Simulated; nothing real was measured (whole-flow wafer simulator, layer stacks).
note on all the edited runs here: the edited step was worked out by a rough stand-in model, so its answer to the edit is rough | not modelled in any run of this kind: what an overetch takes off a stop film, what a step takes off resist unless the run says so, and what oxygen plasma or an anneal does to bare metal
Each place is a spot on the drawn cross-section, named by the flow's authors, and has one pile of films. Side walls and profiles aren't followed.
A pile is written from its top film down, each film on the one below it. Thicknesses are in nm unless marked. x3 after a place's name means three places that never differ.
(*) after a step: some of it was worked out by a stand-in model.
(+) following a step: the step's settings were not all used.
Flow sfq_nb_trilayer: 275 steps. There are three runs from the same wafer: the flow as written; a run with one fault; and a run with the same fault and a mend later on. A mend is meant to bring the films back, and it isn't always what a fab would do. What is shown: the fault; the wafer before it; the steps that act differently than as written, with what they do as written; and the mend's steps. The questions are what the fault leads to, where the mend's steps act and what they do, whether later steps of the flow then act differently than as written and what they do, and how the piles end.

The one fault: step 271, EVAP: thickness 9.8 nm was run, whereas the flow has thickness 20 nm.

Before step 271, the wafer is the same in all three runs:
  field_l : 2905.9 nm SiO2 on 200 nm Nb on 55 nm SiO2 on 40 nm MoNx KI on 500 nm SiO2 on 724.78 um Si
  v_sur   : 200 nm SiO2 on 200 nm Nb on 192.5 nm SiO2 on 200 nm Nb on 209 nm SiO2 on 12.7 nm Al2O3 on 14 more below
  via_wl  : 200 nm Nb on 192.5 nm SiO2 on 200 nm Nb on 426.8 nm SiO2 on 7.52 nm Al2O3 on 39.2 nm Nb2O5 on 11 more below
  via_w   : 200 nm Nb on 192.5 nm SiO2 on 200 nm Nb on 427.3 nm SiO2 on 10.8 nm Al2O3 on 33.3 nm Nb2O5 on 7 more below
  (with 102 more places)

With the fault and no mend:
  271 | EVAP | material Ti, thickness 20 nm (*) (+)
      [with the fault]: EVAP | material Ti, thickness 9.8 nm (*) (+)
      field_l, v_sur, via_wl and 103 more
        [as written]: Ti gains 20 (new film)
        [with the fault]: Ti gains 9.8 (new film)
  Later steps of the flow acting differently than as written:
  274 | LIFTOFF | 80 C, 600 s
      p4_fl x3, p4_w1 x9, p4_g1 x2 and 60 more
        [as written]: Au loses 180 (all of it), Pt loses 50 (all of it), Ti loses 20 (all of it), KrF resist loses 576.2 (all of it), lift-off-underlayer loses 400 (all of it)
        [with the fault]: Au loses 180 (all of it), Pt loses 50 (all of it), Ti loses 9.8 (all of it), KrF resist loses 576.2 (all of it), lift-off-underlayer loses 400 (all of it)
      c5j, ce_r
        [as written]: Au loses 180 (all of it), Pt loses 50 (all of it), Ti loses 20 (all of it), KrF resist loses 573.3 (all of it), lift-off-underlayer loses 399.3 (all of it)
        [with the fault]: Au loses 180 (all of it), Pt loses 50 (all of it), Ti loses 9.8 (all of it), KrF resist loses 573.3 (all of it), lift-off-underlayer loses 399.3 (all of it)
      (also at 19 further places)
  The piles end different from the flow's at field_l, v_sur, via_wl and 8 more by more than 2% or 0.5 nm, whichever is larger.
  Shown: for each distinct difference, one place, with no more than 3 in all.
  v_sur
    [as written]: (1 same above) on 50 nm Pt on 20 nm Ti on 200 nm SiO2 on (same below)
    [with the fault]: (1 same above) on 50 nm Pt on 9.8 nm Ti on 200 nm SiO2 on (same below)
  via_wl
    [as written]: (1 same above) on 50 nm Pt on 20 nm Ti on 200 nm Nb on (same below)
    [with the fault]: (1 same above) on 50 nm Pt on 9.8 nm Ti on 200 nm Nb on (same below)
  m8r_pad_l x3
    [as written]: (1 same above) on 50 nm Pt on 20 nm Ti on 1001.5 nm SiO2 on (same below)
    [with the fault]: (1 same above) on 50 nm Pt on 9.8 nm Ti on 1001.5 nm SiO2 on (same below)

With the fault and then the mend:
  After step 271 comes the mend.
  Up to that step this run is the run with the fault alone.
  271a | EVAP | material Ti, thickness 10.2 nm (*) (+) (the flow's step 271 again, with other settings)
      field_l, v_sur, via_wl and 103 more
        Ti gains 10.2
  Later steps of the flow that are run all act as written at every place that is followed.
  The piles end the same as the flow's at every place that both follow.
